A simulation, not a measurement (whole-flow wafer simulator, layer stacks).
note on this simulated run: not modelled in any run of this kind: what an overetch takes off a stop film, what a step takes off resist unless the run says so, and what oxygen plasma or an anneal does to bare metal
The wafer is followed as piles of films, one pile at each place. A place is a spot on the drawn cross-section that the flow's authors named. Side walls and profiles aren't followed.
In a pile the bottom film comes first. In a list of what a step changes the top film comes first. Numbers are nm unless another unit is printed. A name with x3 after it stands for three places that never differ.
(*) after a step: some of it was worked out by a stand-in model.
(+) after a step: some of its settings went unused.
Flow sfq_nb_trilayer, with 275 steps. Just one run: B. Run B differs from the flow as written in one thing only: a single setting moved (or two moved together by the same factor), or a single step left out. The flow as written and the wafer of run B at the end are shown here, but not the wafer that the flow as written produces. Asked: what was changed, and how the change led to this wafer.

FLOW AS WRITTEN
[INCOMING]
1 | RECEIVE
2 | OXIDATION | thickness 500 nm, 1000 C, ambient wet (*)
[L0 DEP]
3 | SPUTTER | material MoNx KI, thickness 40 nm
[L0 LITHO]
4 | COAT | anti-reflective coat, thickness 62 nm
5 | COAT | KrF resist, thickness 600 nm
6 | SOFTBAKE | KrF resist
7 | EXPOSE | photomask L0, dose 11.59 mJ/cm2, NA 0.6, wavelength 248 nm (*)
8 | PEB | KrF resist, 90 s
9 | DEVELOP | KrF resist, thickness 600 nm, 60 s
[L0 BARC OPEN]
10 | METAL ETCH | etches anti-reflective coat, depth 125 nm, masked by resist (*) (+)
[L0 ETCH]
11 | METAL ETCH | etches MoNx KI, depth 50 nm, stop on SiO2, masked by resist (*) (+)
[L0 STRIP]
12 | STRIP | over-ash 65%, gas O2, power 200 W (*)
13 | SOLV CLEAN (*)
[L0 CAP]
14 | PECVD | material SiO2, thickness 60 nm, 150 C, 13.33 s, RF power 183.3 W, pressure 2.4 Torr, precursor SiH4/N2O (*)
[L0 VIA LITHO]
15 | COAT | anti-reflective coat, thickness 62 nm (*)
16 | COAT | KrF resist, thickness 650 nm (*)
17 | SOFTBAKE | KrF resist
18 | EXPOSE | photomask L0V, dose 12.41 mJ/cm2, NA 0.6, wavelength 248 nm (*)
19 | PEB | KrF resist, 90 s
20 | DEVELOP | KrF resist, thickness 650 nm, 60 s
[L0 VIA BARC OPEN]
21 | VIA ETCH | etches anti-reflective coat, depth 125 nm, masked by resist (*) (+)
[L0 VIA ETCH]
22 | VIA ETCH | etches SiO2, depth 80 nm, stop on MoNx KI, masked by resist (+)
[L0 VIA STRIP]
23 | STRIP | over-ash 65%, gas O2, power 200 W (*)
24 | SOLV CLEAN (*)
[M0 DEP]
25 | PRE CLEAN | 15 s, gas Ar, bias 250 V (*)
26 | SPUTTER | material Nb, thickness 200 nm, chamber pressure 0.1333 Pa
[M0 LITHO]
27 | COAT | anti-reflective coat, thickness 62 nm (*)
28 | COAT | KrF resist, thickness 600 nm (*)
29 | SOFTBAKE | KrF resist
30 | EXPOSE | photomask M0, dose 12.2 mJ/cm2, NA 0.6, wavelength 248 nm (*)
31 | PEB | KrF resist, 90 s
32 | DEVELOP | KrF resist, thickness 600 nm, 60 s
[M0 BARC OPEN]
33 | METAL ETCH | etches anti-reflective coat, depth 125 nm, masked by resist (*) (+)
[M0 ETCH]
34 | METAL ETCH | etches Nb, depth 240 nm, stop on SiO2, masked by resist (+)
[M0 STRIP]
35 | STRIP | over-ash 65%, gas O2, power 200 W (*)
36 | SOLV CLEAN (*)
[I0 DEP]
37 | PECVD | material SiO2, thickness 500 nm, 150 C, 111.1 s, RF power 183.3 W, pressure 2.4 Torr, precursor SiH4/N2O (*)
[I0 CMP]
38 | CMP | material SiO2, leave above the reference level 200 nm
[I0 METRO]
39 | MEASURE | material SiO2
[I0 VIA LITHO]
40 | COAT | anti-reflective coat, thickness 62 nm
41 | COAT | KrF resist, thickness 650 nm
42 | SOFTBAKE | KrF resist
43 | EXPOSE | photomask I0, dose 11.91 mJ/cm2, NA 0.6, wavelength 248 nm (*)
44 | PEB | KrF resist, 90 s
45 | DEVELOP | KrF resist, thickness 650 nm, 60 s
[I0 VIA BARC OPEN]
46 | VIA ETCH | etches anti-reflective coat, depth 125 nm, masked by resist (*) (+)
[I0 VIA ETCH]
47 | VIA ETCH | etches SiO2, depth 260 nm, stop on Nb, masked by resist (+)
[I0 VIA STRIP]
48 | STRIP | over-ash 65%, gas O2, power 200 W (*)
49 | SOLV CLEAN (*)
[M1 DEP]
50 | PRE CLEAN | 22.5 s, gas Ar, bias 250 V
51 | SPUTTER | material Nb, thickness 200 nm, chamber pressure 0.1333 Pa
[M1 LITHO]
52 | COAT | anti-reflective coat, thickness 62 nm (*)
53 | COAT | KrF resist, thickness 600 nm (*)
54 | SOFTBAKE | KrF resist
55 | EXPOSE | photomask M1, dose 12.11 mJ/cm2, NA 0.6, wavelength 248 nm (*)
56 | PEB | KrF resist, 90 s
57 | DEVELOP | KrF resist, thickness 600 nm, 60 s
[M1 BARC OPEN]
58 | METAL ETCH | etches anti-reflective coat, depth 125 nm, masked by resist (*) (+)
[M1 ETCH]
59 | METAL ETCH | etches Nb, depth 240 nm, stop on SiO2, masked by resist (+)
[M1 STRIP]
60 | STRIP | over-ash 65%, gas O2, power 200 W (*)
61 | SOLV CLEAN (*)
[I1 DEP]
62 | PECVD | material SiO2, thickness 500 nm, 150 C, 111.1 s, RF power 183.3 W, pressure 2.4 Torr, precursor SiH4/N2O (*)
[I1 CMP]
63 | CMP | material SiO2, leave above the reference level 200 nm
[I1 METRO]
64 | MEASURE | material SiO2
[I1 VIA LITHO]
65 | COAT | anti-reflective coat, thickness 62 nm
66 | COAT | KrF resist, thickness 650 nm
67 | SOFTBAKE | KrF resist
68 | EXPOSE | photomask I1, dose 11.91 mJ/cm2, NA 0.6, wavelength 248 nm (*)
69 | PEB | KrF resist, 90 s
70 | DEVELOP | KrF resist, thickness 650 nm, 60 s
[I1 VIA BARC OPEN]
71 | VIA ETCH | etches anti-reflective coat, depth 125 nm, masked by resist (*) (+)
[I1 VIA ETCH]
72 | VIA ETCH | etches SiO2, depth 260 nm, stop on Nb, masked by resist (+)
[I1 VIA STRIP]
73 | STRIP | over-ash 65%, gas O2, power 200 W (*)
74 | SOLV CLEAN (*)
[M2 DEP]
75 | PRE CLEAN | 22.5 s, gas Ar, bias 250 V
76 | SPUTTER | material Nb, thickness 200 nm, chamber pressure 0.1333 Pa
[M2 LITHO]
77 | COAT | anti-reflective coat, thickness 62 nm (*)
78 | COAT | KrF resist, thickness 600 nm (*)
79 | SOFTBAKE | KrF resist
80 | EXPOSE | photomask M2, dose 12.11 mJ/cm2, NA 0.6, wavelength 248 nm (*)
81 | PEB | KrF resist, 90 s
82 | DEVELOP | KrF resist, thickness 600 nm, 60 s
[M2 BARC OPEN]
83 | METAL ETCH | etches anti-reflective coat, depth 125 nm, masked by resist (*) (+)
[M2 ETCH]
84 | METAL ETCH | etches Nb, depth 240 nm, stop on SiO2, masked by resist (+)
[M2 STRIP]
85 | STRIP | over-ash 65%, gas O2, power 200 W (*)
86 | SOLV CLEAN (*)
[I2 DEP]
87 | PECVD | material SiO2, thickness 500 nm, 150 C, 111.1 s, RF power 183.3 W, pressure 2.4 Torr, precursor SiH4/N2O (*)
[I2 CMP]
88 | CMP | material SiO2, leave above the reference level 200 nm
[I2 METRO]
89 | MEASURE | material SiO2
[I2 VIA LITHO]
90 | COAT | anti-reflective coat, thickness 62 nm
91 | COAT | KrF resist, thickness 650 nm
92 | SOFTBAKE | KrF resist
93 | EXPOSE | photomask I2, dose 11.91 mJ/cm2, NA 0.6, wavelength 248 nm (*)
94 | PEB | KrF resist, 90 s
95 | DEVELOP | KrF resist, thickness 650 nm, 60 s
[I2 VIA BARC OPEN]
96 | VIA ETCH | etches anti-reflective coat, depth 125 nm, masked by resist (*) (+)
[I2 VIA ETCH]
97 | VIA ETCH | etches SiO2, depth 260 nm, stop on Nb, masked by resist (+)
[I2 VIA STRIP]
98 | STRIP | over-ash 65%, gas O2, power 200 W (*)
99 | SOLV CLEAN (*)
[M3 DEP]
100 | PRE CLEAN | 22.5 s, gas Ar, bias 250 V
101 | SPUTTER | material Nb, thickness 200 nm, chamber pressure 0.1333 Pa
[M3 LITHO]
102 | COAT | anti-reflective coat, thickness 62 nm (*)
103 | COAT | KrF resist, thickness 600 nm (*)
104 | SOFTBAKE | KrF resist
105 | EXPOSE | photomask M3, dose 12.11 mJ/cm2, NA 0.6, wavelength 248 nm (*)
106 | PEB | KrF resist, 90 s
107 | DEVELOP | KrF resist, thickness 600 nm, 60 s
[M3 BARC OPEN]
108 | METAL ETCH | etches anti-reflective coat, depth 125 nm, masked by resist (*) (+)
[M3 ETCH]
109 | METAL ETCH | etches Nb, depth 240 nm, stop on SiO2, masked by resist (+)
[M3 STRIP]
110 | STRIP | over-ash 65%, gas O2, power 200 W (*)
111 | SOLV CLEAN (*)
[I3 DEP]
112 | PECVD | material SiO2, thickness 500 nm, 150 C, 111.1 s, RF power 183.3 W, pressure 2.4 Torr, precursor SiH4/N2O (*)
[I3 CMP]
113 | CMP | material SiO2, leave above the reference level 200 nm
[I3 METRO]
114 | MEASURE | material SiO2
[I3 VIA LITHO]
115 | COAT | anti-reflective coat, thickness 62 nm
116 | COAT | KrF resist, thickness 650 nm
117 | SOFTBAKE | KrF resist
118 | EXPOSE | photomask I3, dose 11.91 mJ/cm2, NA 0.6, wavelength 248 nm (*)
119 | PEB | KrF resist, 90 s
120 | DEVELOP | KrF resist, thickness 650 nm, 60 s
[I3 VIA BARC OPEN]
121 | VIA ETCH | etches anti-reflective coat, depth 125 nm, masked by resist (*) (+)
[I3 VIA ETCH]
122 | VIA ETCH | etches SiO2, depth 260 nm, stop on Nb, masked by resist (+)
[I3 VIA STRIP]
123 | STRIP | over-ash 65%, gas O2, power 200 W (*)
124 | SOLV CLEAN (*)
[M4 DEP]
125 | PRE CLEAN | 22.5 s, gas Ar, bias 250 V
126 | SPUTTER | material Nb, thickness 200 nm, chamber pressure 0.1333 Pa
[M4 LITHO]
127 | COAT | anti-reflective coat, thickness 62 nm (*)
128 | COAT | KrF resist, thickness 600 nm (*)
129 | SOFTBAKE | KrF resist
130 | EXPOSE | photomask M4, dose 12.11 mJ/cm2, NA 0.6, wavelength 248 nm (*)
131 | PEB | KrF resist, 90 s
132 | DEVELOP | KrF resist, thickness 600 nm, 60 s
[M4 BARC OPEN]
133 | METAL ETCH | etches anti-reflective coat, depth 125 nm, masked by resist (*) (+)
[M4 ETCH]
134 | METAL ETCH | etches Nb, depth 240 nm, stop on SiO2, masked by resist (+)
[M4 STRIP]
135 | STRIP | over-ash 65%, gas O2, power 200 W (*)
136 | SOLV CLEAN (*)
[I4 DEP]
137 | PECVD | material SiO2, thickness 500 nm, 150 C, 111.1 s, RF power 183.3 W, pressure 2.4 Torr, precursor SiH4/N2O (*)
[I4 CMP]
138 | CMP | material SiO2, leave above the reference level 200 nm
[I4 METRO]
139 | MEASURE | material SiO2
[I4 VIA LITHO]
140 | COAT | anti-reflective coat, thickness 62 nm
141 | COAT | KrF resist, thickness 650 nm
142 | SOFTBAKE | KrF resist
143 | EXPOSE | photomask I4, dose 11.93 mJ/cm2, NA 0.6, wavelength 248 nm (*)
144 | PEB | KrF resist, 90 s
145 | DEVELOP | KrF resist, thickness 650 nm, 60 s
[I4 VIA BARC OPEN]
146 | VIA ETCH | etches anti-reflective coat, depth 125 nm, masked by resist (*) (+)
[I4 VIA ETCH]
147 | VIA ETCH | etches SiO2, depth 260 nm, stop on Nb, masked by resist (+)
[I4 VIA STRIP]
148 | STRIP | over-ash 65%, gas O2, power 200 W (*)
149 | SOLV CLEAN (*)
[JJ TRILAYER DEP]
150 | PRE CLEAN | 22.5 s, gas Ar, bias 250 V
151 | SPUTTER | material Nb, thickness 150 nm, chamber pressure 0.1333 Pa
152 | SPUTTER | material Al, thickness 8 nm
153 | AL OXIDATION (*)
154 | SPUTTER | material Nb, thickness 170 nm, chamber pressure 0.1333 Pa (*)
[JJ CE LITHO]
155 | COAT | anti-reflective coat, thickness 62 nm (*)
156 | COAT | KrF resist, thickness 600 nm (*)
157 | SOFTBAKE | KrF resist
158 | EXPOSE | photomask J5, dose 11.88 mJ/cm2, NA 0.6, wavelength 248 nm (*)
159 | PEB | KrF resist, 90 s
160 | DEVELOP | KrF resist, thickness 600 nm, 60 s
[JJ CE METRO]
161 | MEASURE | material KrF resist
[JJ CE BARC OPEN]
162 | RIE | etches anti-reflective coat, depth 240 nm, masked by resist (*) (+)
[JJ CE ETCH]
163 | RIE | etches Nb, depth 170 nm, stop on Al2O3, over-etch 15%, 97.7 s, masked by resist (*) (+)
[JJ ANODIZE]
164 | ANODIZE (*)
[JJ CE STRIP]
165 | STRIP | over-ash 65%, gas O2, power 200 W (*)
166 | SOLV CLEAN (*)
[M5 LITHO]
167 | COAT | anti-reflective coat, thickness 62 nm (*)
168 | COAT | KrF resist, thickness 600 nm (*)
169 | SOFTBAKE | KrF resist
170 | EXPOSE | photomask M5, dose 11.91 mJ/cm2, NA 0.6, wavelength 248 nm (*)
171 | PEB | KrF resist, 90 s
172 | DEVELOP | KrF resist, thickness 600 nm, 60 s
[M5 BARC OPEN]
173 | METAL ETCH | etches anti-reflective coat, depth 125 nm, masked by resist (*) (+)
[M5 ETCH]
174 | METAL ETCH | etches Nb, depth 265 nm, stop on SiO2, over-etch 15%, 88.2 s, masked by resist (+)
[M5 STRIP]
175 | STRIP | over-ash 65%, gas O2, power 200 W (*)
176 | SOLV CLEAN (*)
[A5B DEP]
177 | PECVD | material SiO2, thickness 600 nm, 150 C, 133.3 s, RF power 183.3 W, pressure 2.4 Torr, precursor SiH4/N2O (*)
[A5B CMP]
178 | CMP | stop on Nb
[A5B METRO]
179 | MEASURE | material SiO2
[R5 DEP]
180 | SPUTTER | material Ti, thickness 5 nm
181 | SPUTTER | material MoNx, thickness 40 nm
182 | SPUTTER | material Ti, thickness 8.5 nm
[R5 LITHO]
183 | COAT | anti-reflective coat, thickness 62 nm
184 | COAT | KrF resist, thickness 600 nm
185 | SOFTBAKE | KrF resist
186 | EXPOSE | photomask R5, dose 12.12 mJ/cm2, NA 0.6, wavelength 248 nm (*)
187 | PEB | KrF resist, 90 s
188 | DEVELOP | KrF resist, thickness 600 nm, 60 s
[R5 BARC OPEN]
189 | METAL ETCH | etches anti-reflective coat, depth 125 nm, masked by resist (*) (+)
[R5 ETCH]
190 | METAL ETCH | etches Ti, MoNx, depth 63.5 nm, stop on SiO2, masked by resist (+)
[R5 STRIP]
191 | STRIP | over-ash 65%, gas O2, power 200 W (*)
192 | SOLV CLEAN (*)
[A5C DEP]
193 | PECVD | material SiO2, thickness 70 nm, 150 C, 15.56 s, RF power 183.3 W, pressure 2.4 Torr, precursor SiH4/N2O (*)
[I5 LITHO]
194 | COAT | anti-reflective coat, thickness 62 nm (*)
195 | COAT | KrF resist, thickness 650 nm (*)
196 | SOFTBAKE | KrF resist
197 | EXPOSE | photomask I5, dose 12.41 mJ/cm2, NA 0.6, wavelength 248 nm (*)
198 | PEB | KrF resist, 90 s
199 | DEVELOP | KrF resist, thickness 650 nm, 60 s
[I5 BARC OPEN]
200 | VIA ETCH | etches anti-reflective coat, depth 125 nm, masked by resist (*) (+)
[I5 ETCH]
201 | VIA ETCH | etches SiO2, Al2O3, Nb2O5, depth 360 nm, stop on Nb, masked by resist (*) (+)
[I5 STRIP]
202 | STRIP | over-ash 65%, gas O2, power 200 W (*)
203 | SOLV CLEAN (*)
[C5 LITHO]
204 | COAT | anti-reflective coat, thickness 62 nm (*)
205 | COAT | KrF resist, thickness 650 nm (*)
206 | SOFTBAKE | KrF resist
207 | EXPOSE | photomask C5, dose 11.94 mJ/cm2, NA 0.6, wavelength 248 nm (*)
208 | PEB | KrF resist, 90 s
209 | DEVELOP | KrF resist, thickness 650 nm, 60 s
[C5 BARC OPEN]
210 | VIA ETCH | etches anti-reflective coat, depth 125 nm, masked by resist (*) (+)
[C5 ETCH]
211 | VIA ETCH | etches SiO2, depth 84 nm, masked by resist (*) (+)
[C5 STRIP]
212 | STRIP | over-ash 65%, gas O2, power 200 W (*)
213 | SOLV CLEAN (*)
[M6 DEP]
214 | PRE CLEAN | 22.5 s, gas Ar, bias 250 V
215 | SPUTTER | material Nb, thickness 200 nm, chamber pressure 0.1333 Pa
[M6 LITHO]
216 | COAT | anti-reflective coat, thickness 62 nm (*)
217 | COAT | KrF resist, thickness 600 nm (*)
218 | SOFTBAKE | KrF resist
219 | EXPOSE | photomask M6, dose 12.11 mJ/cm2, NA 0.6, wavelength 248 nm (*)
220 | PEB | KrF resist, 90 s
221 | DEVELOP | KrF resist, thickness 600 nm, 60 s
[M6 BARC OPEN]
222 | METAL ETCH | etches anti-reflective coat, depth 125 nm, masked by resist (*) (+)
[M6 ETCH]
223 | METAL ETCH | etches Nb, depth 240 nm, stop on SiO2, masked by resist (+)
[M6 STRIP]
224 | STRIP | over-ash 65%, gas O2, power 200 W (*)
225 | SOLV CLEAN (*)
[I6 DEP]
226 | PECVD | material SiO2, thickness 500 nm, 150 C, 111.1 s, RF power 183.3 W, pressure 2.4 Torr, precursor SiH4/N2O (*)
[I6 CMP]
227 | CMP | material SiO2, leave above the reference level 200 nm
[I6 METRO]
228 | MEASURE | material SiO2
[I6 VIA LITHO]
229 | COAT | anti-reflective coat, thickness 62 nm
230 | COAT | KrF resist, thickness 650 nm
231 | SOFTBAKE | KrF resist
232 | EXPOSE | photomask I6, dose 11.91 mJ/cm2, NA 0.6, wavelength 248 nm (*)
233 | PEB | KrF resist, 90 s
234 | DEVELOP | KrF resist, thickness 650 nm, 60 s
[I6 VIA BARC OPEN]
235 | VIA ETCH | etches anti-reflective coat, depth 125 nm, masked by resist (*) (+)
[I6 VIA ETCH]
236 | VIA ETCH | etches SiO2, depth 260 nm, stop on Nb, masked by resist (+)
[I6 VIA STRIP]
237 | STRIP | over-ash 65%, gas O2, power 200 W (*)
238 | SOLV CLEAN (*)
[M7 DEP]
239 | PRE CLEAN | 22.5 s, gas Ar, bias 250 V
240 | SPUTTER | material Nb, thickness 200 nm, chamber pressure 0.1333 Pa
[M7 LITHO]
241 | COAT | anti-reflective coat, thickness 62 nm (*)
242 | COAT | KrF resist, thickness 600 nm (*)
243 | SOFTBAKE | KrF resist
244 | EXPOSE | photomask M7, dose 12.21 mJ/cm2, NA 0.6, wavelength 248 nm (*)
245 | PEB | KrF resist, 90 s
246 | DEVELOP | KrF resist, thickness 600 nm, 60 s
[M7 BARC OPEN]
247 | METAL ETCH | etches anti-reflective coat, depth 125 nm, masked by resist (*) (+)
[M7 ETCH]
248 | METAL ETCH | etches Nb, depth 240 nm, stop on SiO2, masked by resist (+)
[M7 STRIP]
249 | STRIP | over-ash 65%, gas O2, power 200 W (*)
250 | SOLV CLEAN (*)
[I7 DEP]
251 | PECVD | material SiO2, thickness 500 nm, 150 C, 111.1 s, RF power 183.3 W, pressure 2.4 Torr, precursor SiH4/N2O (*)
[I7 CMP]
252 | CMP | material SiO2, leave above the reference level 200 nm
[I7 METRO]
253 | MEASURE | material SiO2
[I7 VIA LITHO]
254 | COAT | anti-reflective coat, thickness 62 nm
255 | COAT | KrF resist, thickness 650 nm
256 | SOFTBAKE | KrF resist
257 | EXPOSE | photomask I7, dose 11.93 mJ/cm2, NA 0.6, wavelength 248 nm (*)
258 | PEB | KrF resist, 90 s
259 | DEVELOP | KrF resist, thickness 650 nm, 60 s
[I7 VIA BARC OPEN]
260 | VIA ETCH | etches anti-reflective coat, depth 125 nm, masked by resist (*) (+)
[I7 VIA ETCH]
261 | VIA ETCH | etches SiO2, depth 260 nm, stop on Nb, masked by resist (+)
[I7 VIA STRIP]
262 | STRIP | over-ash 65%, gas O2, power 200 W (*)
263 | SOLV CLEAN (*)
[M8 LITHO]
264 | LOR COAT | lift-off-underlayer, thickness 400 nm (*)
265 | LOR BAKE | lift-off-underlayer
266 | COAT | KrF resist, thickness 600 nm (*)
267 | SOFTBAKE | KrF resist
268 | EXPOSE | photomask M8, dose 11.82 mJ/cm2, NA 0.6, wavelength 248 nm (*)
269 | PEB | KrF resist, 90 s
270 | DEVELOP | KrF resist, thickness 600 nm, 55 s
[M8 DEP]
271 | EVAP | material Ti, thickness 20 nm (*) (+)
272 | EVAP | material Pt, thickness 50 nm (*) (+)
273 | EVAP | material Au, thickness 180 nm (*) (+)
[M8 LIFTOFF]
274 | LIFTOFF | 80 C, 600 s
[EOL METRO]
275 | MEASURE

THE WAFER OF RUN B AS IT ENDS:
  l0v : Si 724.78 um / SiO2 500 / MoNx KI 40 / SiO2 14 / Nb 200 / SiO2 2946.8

The reason: step 22, VIA ETCH: depth 40.8 nm was run, while the flow as written has depth 80 nm.

The path from the change to this, step by step:
  22 | VIA ETCH | etches SiO2, depth 80 nm, stop on MoNx KI, masked by resist (+)
      l0v: SiO2 loses 40.8 (as written it would have been: SiO2 loses 59.8 (all of it))
      field_l, v_sur, via_wl and 102 more: KrF resist loses 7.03 (as written it would have been: KrF resist loses 13.8)
  25 | PRE CLEAN | 15 s, gas Ar, bias 250 V (*)
      l0v: SiO2 loses 5 (as written it would have been: MoNx KI loses 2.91)
  26 | SPUTTER | material Nb, thickness 200 nm, chamber pressure 0.1333 Pa
      l0v: Nb gains 200 (new film) (as written it would have been: Nb gains 195.7 (new film))
  27 | COAT | anti-reflective coat, thickness 62 nm (*)
      l0_sur: anti-reflective coat gains 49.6 (new film) (as written it would have been: anti-reflective coat gains 47.5 (new film))
      l0v: anti-reflective coat gains 72.5 (new film) (as written it would have been: anti-reflective coat gains 78 (new film))
  35 | STRIP | over-ash 65%, gas O2, power 200 W (*)
      l0_sur: KrF resist loses 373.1 (all of it), anti-reflective coat loses 49.6 (all of it) (as written it would have been: KrF resist loses 372 (all of it), anti-reflective coat loses 47.5 (all of it))
      l0v: KrF resist loses 393.9 (all of it), anti-reflective coat loses 72.5 (all of it) (as written it would have been: KrF resist loses 405.3 (all of it), anti-reflective coat loses 78 (all of it))
  38 | CMP | material SiO2, leave above the reference level 200 nm
      l0v: SiO2 loses 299 (as written it would have been: SiO2 loses 277.8)
Taking metal films that touch as one body, l0v has 2 bodies (between them, from the top down: SiO2 14); the flow as written gives 1 body.
